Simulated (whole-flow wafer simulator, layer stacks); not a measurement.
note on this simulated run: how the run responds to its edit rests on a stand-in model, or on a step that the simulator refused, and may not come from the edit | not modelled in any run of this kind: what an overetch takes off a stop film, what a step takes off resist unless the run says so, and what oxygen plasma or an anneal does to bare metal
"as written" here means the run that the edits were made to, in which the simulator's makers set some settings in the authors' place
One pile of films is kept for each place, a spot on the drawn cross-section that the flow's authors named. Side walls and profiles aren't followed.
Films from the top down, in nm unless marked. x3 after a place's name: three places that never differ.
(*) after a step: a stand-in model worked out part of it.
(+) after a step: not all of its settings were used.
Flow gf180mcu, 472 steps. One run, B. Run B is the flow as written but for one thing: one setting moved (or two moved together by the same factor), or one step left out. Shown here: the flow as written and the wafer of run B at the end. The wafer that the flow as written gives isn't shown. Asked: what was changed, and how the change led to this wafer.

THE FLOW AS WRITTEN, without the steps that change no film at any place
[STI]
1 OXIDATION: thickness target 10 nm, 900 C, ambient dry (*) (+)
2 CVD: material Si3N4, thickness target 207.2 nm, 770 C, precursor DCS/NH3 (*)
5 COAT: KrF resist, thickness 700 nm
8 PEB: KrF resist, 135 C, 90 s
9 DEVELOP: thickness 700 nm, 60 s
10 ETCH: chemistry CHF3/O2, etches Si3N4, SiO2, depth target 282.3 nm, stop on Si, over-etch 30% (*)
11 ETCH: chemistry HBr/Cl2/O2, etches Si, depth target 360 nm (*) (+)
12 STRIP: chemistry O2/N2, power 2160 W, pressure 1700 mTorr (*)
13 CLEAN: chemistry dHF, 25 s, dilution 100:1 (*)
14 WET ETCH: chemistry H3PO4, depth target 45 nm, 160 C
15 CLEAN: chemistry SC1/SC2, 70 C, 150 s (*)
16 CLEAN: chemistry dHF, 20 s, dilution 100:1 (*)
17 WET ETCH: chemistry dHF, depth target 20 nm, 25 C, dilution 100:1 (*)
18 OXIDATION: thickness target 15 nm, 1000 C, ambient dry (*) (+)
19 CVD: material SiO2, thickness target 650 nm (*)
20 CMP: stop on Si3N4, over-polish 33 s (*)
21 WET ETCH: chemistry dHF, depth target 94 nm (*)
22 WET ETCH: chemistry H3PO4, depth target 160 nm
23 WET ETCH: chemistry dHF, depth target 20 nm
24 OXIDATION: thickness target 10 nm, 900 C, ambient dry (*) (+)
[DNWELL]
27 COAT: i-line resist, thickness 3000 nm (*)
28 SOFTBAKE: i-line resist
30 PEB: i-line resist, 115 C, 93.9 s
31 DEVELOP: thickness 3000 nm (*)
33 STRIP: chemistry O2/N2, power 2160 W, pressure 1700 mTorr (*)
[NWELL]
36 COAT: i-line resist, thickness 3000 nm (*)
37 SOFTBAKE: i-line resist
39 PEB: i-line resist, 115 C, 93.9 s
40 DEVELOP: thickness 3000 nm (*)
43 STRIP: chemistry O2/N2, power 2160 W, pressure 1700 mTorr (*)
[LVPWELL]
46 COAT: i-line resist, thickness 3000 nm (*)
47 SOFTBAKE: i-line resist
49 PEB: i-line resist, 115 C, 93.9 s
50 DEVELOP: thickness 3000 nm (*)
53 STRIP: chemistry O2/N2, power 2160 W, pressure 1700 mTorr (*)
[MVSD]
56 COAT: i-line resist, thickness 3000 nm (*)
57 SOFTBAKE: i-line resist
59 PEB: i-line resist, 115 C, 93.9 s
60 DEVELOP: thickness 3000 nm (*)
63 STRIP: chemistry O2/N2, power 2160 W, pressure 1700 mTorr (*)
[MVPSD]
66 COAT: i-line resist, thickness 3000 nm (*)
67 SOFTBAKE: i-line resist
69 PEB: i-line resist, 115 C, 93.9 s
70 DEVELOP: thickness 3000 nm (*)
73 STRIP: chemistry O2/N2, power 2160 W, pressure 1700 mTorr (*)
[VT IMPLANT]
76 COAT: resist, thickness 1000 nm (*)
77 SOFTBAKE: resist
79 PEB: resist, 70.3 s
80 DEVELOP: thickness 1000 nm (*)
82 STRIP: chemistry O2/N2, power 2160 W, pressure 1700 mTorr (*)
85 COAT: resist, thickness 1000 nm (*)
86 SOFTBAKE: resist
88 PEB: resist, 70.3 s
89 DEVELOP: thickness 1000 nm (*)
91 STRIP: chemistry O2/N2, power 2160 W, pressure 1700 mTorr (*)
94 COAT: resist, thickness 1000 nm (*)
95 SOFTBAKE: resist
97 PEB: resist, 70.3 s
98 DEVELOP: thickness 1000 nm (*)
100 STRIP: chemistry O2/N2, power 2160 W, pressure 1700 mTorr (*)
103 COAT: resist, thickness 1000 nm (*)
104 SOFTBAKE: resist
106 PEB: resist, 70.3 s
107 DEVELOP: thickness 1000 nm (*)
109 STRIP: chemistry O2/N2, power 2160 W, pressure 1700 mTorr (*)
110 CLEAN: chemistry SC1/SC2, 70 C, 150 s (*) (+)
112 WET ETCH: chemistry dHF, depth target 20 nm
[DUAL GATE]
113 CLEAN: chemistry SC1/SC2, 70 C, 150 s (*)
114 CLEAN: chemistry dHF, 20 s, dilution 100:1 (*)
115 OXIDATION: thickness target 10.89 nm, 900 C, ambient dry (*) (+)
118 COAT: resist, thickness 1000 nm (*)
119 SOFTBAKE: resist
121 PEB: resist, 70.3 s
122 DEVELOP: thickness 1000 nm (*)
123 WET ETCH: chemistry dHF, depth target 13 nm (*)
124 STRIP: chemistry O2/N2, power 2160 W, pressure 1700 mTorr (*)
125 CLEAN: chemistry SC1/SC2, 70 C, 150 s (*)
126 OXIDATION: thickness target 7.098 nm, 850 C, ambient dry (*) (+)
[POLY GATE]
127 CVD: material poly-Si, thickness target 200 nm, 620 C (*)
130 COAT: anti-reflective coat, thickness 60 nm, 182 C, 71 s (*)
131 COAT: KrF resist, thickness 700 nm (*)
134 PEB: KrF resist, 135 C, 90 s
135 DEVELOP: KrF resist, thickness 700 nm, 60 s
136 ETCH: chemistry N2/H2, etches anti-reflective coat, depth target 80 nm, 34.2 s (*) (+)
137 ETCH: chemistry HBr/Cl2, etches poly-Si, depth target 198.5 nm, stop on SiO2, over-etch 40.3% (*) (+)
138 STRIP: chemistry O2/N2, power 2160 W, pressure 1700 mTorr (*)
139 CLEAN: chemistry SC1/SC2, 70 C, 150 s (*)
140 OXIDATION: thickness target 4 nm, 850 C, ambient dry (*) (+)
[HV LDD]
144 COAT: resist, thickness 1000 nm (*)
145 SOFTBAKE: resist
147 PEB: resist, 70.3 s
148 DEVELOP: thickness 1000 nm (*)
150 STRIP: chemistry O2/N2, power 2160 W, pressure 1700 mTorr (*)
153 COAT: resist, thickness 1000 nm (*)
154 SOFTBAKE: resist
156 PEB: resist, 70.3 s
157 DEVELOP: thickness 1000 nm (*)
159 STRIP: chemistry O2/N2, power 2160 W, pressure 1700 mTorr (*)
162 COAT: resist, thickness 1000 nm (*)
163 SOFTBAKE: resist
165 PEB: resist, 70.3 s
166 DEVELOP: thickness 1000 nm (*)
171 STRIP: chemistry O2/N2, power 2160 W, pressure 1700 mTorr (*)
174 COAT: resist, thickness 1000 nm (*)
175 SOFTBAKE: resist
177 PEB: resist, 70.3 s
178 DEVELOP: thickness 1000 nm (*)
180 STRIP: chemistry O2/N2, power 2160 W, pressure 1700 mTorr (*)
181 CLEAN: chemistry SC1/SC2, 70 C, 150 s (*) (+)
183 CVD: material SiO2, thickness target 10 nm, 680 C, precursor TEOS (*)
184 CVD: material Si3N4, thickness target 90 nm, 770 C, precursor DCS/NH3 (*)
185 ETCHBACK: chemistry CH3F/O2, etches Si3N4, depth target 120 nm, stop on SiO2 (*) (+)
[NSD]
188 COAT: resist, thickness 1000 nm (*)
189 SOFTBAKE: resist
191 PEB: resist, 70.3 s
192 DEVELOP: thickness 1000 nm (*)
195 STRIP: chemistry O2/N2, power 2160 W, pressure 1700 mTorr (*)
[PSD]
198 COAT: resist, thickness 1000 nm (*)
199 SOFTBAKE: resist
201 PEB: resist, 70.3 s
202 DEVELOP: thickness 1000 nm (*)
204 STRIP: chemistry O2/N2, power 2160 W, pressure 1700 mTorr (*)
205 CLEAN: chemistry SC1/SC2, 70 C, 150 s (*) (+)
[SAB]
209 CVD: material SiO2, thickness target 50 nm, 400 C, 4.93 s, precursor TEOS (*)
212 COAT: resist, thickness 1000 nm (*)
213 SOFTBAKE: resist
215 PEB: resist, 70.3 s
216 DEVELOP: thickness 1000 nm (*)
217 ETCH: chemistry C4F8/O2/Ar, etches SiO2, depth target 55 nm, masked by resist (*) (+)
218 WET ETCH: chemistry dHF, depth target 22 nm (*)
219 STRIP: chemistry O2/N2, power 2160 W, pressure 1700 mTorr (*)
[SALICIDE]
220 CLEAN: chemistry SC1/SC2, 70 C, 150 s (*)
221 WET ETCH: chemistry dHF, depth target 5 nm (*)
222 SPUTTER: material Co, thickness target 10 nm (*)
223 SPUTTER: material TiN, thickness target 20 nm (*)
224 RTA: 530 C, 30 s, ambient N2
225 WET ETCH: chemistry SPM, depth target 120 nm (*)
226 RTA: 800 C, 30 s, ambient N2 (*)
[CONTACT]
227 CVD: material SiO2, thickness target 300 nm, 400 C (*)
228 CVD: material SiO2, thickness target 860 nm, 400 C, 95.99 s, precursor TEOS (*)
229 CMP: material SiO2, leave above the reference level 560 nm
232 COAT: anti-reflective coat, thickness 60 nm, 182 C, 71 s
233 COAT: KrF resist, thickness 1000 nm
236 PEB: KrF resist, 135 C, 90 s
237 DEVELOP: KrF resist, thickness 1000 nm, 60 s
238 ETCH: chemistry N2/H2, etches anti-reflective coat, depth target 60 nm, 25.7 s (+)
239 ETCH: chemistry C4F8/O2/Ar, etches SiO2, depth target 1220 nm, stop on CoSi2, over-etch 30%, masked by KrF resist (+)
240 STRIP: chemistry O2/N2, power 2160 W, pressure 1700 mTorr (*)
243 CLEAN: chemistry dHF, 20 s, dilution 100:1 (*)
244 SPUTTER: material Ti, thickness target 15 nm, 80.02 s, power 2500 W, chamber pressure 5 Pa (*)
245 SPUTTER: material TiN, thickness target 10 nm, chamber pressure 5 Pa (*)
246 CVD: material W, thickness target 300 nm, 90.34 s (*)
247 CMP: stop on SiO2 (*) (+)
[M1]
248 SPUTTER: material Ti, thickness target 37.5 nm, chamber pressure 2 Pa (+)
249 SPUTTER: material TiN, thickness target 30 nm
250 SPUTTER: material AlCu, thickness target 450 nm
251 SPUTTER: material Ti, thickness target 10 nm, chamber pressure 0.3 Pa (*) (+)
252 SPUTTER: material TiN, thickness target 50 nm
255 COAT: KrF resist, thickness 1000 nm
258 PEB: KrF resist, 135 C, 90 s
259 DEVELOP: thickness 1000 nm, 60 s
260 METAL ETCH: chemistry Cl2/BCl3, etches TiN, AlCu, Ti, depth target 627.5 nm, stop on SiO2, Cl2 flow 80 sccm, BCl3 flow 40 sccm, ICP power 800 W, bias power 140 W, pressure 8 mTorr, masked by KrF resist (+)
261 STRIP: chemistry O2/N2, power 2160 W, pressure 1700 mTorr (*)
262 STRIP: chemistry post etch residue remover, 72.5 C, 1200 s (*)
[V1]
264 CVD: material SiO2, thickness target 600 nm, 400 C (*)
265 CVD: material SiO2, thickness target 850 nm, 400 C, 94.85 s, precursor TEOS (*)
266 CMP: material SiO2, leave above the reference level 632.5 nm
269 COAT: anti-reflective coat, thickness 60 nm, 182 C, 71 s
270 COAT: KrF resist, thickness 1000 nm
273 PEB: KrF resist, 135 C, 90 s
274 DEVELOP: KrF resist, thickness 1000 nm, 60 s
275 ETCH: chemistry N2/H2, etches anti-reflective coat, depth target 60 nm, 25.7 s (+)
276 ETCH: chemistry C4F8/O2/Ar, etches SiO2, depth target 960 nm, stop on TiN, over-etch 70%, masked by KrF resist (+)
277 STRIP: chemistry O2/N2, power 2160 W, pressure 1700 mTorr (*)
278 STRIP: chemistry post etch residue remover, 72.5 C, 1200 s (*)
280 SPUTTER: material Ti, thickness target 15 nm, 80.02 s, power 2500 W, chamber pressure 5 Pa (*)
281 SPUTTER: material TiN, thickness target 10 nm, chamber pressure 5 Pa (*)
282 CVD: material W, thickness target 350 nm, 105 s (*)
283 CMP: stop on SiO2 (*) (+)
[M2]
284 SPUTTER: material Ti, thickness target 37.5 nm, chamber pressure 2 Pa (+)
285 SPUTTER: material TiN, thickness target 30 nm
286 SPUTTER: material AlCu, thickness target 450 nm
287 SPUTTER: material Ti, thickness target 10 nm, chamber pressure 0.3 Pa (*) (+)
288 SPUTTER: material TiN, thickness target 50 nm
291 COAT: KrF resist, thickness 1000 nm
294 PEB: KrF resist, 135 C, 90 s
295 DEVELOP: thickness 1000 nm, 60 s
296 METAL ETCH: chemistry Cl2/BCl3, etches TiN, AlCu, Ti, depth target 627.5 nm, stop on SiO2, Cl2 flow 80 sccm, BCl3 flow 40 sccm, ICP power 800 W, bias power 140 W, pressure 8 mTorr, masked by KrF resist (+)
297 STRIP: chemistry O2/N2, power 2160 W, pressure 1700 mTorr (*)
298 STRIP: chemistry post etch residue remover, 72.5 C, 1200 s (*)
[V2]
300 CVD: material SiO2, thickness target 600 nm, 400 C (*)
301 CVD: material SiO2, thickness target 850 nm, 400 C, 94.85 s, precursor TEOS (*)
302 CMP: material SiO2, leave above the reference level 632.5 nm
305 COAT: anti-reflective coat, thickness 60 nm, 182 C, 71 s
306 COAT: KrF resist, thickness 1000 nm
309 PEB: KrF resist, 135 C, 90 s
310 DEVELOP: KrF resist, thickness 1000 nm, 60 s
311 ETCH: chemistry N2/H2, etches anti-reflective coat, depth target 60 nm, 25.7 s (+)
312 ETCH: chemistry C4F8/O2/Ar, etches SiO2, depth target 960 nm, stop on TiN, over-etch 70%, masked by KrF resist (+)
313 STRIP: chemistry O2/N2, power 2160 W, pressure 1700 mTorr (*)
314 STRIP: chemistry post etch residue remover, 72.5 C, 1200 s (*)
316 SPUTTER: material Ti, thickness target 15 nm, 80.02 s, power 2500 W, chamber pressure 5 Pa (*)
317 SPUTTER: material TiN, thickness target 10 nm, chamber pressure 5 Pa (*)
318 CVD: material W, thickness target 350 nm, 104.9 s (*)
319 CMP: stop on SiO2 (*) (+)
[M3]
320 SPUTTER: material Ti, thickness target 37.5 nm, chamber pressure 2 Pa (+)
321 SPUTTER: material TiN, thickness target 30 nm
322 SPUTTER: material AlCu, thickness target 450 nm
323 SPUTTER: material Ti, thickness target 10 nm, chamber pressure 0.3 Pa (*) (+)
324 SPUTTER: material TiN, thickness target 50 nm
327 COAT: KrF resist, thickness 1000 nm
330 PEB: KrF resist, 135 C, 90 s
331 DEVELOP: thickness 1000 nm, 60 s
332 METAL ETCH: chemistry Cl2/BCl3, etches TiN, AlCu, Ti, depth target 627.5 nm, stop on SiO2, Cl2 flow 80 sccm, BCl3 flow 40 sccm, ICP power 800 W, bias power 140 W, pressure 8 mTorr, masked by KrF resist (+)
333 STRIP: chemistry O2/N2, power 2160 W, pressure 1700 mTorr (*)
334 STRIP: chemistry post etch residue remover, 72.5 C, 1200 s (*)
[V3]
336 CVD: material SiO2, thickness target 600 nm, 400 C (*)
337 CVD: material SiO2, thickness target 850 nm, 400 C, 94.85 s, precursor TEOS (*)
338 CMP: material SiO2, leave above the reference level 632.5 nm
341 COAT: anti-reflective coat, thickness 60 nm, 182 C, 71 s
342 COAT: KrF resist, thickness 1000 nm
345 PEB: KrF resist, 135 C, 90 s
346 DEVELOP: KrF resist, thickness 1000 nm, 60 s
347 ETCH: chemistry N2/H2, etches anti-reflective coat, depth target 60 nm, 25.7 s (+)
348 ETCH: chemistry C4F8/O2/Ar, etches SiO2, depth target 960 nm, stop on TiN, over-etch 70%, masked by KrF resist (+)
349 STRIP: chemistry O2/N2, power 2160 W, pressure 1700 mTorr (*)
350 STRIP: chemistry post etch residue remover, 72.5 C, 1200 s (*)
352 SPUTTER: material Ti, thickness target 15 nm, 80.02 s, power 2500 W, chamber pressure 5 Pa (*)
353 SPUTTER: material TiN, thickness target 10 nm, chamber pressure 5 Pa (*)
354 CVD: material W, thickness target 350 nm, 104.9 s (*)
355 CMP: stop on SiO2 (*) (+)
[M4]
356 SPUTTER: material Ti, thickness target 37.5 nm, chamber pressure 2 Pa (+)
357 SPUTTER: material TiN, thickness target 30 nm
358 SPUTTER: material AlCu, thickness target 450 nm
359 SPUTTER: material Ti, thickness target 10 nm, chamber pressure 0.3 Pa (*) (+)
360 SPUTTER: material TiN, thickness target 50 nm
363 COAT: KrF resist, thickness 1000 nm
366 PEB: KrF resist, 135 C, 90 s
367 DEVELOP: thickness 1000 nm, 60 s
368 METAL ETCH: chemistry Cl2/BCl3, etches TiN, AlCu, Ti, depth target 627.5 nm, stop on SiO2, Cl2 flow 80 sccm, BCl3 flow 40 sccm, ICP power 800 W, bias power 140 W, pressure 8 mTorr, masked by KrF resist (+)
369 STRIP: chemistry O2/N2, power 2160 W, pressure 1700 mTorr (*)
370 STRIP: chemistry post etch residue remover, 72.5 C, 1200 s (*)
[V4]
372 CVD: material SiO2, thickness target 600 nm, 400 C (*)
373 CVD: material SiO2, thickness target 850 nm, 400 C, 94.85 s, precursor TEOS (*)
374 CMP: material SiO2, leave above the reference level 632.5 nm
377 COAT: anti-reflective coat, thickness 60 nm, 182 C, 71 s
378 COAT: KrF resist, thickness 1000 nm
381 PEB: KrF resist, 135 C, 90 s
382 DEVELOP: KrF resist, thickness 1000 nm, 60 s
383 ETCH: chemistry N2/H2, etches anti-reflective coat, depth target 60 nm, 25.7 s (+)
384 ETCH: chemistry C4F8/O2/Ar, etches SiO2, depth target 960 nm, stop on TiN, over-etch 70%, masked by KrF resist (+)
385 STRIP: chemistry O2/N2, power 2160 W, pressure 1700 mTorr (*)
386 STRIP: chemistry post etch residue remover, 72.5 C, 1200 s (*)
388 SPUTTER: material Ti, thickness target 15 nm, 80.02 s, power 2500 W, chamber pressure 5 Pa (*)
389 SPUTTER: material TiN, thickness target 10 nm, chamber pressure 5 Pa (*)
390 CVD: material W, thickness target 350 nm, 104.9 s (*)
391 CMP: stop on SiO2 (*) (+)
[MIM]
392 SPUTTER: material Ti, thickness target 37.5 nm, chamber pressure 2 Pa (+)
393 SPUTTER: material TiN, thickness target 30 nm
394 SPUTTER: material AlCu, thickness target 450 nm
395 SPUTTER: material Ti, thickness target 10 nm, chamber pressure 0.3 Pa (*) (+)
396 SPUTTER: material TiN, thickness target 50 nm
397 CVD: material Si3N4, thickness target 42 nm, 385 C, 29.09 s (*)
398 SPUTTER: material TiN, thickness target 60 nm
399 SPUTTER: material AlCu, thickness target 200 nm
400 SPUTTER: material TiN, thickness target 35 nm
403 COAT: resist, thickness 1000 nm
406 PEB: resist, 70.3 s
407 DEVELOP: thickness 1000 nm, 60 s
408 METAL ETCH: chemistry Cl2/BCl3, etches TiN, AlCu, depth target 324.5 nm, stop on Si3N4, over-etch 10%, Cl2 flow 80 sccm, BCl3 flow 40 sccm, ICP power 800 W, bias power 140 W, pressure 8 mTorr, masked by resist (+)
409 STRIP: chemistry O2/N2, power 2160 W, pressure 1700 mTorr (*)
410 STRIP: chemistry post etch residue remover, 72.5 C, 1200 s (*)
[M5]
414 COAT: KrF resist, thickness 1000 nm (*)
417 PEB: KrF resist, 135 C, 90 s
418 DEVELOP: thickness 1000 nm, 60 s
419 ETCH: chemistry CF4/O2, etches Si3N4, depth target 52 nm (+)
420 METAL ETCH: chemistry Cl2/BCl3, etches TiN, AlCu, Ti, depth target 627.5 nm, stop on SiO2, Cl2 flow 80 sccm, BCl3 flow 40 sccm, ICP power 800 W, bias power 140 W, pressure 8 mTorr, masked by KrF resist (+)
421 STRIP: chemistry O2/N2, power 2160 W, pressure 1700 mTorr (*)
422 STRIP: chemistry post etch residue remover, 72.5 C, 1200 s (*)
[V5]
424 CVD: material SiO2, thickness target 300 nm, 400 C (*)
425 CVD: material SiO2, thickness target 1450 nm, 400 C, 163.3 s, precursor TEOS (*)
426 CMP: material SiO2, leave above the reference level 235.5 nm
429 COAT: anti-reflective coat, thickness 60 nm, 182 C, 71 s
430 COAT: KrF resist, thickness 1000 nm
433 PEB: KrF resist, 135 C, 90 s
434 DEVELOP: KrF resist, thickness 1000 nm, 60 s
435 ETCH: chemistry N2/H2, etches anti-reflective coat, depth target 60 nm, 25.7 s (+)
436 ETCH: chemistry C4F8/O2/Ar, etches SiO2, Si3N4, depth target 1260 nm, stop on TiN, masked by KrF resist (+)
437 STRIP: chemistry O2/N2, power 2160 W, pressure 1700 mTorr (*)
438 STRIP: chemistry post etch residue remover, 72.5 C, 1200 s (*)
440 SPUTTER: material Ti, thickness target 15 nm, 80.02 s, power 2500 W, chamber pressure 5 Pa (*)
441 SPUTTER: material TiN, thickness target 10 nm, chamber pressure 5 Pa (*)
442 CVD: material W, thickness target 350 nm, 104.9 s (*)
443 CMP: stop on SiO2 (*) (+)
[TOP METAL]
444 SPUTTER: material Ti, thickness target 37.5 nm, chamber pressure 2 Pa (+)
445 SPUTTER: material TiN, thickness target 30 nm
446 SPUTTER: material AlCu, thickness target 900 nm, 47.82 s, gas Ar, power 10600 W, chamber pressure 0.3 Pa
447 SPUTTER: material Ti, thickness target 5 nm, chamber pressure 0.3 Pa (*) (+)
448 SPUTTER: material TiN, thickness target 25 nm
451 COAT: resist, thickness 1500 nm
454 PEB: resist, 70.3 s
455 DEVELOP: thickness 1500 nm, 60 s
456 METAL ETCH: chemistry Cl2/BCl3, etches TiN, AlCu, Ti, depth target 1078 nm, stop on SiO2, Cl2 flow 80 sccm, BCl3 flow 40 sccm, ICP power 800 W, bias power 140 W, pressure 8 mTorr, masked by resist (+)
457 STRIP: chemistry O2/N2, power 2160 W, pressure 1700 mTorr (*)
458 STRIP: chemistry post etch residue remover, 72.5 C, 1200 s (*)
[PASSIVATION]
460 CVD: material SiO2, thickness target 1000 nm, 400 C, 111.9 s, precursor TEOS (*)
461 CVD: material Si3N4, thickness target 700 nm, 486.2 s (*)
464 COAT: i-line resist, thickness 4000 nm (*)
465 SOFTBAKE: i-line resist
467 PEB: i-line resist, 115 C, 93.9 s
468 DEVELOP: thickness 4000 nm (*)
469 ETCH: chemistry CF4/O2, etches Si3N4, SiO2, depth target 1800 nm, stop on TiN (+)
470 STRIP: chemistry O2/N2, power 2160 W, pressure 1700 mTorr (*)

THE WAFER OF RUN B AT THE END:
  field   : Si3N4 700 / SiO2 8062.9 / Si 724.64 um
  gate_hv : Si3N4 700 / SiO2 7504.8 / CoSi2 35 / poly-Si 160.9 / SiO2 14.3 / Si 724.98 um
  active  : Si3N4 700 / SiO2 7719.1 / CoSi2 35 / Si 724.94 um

The cause: step 302, CMP: leave above the reference level 468.1 nm was run, where the flow has leave above the reference level 632.5 nm.

How the change led to this, step by step:
  302 CMP: material SiO2, leave above the reference level 632.5 nm
      field, field__w1, field__w2 and 103 more: SiO2 -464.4 (as written it would be: SiO2 -300)
      field__w8, contact, m1, m1__w1, m1_nw: SiO2 -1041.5 (as written it would be: SiO2 -877.1)
  312 ETCH: chemistry C4F8/O2/Ar, etches SiO2, depth target 960 nm, stop on TiN, over-etch 70%, masked by KrF resist (+)
      field, field__w1, field__w2 and 107 more: KrF resist -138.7 (as written it would be: KrF resist -192)
      contact: SiO2 -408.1 (all of it) (as written it would be: SiO2 -572.5 (all of it))
  313 STRIP: chemistry O2/N2, power 2160 W, pressure 1700 mTorr (*)
      field, field__w1, field__w2 and 107 more: KrF resist -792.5 (all of it), anti-reflective coat -60 (all of it) (as written it would be: KrF resist -739.2 (all of it), anti-reflective coat -60 (all of it))
  316 SPUTTER: material Ti, thickness target 15 nm, 80.02 s, power 2500 W, chamber pressure 5 Pa (*)
      contact: Ti +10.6 (new film) (as written it would be: Ti +9.65 (new film))
  317 SPUTTER: material TiN, thickness target 10 nm, chamber pressure 5 Pa (*)
      contact: TiN +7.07 (new film) (as written it would be: TiN +6.4 (new film))
  318 CVD: material W, thickness target 350 nm, 104.9 s (*)
      contact: W +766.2 (new film) (as written it would be: W +932.3 (new film))
